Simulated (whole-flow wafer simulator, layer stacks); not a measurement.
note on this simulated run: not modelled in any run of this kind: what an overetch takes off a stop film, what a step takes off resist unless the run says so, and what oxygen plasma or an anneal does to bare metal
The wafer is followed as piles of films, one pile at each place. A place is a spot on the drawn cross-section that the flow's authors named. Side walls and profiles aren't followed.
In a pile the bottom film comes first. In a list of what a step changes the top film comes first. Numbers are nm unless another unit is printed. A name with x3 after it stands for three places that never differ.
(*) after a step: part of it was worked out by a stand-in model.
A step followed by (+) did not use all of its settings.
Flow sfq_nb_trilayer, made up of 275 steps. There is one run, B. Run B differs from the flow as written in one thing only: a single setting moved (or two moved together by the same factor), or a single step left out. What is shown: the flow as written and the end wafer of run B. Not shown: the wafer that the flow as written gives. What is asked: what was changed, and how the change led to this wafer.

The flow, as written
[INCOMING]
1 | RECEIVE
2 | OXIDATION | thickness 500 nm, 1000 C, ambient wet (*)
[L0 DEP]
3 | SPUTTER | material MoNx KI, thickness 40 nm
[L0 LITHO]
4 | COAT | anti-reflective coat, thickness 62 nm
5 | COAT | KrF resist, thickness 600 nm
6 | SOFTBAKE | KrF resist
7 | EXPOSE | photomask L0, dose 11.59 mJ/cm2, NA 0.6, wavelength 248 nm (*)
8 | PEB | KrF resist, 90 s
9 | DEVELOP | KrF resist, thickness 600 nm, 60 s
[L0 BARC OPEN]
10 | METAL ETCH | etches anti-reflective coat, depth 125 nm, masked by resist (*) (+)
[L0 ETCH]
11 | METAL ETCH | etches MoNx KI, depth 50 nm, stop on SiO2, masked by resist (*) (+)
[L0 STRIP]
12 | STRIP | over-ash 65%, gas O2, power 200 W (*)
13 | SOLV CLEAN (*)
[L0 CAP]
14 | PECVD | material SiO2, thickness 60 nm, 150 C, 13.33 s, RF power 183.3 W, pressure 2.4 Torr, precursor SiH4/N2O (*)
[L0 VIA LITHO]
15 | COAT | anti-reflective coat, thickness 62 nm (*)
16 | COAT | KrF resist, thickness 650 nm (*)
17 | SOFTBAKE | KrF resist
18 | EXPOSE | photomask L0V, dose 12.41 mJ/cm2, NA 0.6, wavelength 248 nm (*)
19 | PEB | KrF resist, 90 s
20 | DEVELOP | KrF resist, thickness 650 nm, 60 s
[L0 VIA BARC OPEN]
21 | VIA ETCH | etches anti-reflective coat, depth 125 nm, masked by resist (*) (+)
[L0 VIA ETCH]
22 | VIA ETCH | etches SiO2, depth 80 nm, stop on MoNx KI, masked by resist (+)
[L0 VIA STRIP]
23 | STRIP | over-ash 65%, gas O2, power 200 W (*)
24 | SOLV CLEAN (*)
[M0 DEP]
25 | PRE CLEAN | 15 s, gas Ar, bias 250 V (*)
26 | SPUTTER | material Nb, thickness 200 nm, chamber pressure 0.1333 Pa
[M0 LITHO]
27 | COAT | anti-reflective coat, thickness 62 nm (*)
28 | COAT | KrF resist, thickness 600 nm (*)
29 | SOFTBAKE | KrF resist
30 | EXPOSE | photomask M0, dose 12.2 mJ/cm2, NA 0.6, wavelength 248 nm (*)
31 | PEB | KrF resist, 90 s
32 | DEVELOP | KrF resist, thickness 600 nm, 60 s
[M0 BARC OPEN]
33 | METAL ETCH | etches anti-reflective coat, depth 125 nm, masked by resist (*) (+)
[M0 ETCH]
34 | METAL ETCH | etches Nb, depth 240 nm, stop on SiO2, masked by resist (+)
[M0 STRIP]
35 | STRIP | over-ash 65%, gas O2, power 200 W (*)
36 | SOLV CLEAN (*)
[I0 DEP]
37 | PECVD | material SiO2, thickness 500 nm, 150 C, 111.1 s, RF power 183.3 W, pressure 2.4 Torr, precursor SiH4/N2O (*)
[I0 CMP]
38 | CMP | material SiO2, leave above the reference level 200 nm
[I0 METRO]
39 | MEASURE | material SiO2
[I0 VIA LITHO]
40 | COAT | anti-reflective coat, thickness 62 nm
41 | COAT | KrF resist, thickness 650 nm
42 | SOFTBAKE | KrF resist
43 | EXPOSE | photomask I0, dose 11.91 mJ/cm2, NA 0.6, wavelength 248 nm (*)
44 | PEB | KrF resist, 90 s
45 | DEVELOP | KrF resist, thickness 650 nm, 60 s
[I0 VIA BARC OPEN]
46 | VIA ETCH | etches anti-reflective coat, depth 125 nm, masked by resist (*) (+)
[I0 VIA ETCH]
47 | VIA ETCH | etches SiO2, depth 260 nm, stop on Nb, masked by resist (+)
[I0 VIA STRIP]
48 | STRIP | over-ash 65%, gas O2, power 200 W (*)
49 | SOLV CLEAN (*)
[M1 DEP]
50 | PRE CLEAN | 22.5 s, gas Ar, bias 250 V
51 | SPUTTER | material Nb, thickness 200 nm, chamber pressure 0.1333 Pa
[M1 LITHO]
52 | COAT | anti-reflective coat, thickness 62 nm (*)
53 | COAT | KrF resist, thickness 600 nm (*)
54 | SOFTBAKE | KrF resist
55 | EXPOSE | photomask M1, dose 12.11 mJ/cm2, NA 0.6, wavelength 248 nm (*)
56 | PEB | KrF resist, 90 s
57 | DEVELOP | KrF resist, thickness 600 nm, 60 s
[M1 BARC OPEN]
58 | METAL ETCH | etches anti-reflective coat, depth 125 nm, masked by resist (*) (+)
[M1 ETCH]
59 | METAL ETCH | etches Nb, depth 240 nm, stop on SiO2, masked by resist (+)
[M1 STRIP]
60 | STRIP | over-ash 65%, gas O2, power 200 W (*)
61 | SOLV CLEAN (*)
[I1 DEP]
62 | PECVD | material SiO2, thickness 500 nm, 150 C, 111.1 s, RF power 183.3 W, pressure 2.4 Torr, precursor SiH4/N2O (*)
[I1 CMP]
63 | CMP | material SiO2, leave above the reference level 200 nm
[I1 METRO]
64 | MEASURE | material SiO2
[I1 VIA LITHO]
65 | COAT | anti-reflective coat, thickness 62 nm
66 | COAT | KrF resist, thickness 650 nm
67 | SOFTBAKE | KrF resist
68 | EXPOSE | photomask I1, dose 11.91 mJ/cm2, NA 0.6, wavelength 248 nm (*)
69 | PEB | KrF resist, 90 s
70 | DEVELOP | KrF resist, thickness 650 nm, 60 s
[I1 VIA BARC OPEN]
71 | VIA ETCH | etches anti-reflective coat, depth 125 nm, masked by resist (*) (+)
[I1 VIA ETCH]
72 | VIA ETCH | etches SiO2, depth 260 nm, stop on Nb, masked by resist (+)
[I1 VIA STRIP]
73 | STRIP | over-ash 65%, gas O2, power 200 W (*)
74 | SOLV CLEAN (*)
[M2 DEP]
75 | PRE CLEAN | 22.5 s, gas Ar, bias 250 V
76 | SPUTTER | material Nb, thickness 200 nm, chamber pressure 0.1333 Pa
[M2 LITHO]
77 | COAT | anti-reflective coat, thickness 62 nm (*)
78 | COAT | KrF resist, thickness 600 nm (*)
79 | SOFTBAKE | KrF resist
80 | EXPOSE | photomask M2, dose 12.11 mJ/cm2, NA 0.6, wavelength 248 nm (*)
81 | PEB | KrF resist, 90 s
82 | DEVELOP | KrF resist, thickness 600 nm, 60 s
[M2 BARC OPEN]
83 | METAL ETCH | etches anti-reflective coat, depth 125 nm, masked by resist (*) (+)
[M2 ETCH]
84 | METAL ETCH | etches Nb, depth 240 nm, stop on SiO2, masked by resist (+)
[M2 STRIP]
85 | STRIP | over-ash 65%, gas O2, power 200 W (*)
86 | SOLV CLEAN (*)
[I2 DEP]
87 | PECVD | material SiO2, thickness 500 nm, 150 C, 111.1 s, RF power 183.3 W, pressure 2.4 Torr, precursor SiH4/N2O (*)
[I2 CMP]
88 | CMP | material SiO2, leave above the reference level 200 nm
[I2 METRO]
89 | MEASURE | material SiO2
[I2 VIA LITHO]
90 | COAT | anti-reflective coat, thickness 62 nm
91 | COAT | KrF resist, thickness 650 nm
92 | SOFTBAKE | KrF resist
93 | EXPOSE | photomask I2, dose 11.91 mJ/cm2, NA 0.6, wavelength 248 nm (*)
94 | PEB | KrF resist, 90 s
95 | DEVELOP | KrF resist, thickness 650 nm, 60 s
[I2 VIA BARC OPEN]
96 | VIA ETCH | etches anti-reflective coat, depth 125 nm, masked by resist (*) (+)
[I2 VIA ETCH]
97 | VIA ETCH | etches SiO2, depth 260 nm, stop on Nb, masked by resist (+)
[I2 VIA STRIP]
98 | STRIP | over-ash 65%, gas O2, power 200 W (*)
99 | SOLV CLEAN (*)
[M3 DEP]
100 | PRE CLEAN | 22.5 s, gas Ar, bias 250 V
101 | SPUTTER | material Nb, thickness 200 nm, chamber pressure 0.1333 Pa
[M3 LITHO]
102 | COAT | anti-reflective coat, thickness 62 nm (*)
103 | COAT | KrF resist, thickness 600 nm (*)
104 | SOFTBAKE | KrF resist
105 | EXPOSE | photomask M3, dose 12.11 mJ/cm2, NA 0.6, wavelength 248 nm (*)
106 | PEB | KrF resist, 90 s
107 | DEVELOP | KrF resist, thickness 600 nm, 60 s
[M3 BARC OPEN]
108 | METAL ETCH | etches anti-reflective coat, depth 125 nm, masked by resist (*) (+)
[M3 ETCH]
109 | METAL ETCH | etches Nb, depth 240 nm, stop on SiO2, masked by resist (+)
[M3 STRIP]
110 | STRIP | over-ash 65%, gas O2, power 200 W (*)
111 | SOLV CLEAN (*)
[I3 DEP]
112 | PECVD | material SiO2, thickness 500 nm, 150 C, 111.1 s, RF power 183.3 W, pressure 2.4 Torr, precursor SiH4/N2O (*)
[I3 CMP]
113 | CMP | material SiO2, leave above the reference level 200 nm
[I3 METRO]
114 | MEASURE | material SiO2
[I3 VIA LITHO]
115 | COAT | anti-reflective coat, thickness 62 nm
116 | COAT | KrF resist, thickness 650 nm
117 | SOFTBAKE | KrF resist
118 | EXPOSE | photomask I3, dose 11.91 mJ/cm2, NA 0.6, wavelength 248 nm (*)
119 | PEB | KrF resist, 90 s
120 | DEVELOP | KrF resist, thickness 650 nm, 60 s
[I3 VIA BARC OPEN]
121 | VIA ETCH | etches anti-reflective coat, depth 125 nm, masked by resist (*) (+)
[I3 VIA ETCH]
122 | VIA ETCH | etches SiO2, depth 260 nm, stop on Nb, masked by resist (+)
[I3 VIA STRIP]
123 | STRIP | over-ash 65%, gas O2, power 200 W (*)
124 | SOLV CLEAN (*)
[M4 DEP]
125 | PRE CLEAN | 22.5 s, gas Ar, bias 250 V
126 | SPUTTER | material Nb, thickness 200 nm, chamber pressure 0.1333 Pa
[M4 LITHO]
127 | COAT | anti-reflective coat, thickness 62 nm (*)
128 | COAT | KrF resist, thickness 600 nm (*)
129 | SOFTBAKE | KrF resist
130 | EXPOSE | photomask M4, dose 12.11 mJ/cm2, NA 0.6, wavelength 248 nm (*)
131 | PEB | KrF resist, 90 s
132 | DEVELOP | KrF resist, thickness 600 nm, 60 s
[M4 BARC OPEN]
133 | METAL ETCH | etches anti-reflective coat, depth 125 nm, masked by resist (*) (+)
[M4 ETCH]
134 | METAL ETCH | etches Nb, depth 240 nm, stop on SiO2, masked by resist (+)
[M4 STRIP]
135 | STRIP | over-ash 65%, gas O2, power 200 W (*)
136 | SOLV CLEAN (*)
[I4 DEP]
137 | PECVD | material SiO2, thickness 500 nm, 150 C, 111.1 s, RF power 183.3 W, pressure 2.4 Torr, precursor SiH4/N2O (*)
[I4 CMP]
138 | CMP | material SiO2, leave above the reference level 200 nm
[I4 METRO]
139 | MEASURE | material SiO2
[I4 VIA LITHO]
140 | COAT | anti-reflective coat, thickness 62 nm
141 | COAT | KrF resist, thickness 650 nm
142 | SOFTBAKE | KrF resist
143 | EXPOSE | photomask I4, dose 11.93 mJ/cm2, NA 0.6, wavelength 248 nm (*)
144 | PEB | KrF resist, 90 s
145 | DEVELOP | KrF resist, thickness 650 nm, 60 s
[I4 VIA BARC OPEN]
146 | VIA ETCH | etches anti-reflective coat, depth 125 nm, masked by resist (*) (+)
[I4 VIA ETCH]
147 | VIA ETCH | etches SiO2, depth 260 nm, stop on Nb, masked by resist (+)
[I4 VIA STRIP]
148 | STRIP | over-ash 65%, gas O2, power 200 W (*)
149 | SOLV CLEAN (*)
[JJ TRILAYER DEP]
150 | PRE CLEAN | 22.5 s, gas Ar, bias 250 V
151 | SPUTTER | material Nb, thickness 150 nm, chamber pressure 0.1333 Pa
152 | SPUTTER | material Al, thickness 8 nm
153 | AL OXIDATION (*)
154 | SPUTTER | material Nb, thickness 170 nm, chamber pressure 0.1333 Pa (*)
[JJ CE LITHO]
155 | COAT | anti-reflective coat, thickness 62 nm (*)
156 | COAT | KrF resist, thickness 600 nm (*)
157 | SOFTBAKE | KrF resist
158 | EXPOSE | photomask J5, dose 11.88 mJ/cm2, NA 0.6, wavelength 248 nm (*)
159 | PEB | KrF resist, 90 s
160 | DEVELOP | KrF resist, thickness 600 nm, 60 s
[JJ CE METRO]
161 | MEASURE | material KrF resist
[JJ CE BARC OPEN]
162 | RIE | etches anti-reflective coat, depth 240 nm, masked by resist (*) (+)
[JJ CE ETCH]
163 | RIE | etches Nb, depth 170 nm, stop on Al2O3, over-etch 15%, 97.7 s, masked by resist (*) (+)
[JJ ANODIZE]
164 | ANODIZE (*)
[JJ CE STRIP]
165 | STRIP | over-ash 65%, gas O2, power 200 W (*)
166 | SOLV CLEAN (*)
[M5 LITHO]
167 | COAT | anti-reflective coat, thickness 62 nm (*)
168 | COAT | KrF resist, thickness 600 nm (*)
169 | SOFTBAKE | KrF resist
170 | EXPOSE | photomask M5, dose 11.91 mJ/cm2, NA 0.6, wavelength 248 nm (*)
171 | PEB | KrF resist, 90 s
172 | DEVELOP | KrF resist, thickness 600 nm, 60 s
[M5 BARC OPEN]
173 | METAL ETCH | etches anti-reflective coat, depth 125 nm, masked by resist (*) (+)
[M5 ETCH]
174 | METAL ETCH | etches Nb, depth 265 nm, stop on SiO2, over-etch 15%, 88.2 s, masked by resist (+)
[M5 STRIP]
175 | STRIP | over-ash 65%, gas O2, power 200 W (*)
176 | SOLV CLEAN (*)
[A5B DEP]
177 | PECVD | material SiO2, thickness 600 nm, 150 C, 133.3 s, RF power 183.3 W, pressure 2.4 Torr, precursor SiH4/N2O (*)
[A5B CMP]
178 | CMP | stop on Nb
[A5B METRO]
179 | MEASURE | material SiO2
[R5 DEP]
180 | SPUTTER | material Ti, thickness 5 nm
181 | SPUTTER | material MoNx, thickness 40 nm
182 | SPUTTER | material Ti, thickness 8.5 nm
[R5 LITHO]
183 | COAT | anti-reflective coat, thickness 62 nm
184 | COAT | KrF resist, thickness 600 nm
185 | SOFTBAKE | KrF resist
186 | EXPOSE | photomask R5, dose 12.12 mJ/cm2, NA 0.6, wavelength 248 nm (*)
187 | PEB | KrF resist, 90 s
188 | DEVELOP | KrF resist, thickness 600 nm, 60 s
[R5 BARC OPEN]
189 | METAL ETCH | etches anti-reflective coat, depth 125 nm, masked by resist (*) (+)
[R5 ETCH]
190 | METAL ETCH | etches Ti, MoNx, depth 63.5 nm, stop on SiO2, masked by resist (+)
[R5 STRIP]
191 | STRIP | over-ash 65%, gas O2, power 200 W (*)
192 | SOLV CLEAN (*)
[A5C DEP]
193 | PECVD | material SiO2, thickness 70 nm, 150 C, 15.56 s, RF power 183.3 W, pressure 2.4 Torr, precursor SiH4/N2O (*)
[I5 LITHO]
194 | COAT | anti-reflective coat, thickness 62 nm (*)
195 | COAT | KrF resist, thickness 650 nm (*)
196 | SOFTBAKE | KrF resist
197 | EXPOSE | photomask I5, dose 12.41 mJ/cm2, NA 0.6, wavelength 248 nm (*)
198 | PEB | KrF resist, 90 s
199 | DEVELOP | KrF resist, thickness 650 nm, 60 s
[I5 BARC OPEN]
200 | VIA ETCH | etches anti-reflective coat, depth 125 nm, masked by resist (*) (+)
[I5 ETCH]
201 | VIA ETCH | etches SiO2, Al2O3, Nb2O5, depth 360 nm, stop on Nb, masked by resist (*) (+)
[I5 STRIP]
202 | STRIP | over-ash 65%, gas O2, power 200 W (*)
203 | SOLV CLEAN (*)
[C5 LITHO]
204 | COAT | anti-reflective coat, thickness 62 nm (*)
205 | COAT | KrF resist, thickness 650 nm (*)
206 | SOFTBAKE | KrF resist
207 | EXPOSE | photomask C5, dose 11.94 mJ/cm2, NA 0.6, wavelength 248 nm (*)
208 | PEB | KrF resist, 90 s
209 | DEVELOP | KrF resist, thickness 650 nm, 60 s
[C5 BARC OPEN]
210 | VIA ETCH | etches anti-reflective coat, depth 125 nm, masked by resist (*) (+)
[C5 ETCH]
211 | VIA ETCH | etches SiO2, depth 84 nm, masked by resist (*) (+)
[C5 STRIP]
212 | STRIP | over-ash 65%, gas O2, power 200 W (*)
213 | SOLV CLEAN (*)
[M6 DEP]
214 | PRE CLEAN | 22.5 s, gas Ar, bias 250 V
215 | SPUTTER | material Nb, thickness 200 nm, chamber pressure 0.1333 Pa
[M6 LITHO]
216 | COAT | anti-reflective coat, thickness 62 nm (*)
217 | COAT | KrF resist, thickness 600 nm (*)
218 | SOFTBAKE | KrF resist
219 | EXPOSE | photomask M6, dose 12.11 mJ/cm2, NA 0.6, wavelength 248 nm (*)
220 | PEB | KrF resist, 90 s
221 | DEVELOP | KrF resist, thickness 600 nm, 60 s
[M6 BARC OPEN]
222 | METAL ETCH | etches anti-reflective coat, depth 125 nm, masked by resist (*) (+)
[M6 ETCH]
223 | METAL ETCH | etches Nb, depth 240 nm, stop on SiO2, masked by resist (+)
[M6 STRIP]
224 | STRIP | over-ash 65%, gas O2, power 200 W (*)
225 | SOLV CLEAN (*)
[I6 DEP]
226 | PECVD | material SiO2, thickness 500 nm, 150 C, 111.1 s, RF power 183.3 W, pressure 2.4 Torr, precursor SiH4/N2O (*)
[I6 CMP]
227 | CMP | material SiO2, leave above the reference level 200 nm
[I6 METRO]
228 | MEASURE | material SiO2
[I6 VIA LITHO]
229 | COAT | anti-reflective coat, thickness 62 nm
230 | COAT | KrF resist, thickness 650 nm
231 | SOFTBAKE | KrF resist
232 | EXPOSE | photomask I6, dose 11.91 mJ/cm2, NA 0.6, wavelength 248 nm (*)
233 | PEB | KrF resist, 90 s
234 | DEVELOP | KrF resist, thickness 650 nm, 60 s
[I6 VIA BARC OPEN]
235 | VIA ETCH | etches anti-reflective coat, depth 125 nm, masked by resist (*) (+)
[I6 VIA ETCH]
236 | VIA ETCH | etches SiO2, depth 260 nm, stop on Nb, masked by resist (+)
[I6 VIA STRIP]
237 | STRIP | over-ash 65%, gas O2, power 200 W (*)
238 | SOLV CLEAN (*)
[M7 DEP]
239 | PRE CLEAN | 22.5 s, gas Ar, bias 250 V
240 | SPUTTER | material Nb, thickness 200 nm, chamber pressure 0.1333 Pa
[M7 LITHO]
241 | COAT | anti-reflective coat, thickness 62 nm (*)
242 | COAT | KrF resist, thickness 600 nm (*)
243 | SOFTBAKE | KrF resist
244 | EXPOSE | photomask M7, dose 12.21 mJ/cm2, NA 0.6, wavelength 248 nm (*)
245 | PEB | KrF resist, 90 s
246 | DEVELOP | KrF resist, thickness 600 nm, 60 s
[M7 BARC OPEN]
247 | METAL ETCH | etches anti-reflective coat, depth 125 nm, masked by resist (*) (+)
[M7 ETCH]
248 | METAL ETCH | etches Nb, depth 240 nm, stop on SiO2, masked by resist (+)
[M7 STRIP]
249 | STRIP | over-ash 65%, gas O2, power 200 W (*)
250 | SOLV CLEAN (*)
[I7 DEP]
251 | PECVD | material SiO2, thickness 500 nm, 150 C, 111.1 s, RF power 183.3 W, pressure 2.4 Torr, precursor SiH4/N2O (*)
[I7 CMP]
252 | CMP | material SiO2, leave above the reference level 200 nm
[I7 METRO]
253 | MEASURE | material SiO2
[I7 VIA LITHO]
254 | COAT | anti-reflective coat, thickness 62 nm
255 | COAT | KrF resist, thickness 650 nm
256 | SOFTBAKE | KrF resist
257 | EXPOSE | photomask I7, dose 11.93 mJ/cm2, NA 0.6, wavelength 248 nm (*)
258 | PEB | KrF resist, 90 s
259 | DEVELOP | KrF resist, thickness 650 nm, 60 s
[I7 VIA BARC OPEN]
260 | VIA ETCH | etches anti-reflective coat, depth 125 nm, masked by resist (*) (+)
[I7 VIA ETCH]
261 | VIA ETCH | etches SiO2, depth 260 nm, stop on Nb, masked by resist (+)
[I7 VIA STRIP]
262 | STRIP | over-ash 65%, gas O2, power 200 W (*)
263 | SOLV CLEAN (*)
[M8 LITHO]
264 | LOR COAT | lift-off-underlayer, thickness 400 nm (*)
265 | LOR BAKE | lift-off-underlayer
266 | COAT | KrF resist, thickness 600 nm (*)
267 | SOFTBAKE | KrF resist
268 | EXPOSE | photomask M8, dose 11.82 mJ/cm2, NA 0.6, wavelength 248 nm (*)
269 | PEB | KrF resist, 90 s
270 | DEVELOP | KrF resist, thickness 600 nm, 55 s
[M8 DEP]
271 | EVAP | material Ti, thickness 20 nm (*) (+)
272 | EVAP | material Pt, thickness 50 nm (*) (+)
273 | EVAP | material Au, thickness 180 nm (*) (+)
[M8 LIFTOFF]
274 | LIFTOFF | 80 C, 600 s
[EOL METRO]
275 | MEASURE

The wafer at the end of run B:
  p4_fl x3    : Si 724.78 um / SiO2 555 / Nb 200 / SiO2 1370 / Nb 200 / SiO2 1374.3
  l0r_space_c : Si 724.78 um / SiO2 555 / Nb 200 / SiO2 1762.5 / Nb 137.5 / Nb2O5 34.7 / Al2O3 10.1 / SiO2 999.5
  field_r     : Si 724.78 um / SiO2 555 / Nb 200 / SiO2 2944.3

The reason: step 152, SPUTTER: thickness 6.4 nm was run, while the flow as written has thickness 8 nm.

How this came from the change, step by step:
  152 | SPUTTER | material Al, thickness 8 nm
      field_l, v_sur, via_sp and 100 more: +6.4 Al (new film) (it would be, as written: +8 Al (new film))
      via_wl, via_wr: +4.11 Al (new film) (it would be, as written: +5.14 Al (new film))
      (also at 1 further place)
  164 | ANODIZE (*)
      field_l, v_sur, via_sp and 96 more: +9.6 Al2O3, +34.7 Nb2O5 (new film), -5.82 Al (all of it), -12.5 Nb (it would be, as written: +12.2 Al2O3, +29.9 Nb2O5 (new film), -7.42 Al (all of it), -10.8 Nb)
      via_wl, via_wr: +5.83 Al2O3 (new film), +42.2 Nb2O5 (new film), -3.53 Al (all of it), -15.2 Nb (it would be, as written: +7.52 Al2O3 (new film), +39.2 Nb2O5 (new film), -4.56 Al (all of it), -14.1 Nb)
      (also at 1 further place)
  167 | COAT | anti-reflective coat, thickness 62 nm (*)
      ce_l: +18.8 anti-reflective coat (new film) (it would be, as written: +19.6 anti-reflective coat (new film))
      ce_r: +18.9 anti-reflective coat (new film) (it would be, as written: +19.7 anti-reflective coat (new film))
  174 | METAL ETCH | etches Nb, depth 265 nm, stop on SiO2, over-etch 15%, 88.2 s, masked by resist (+)
      field_l, r_sur, res and 49 more: -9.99 Al2O3 (all of it), -34.7 Nb2O5 (all of it), -137.5 Nb (all of it), -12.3 SiO2 (it would be, as written: -12.6 Al2O3 (all of it), -29.9 Nb2O5 (all of it), -139.2 Nb (all of it), -12.3 SiO2)
      wl_a_sl: -9.98 Al2O3 (all of it), -34.7 Nb2O5 (all of it), -137.5 Nb (all of it), -12.3 SiO2 (it would be, as written: -12.6 Al2O3 (all of it), -29.9 Nb2O5 (all of it), -139.2 Nb (all of it), -12.3 SiO2)
  175 | STRIP | over-ash 65%, gas O2, power 200 W (*)
      ce_l: -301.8 KrF resist (all of it), -18.8 anti-reflective coat (all of it) (it would be, as written: -299.6 KrF resist (all of it), -19.6 anti-reflective coat (all of it))
      ce_r: -302 KrF resist (all of it), -18.9 anti-reflective coat (all of it) (it would be, as written: -299.9 KrF resist (all of it), -19.7 anti-reflective coat (all of it))
  201 | VIA ETCH | etches SiO2, Al2O3, Nb2O5, depth 360 nm, stop on Nb, masked by resist (*) (+)
      be: -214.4 SiO2 (all of it), -10.1 Al2O3 (all of it), -34.7 Nb2O5 (all of it) (it would be, as written: -216.4 SiO2 (all of it), -12.7 Al2O3 (all of it), -29.9 Nb2O5 (all of it))
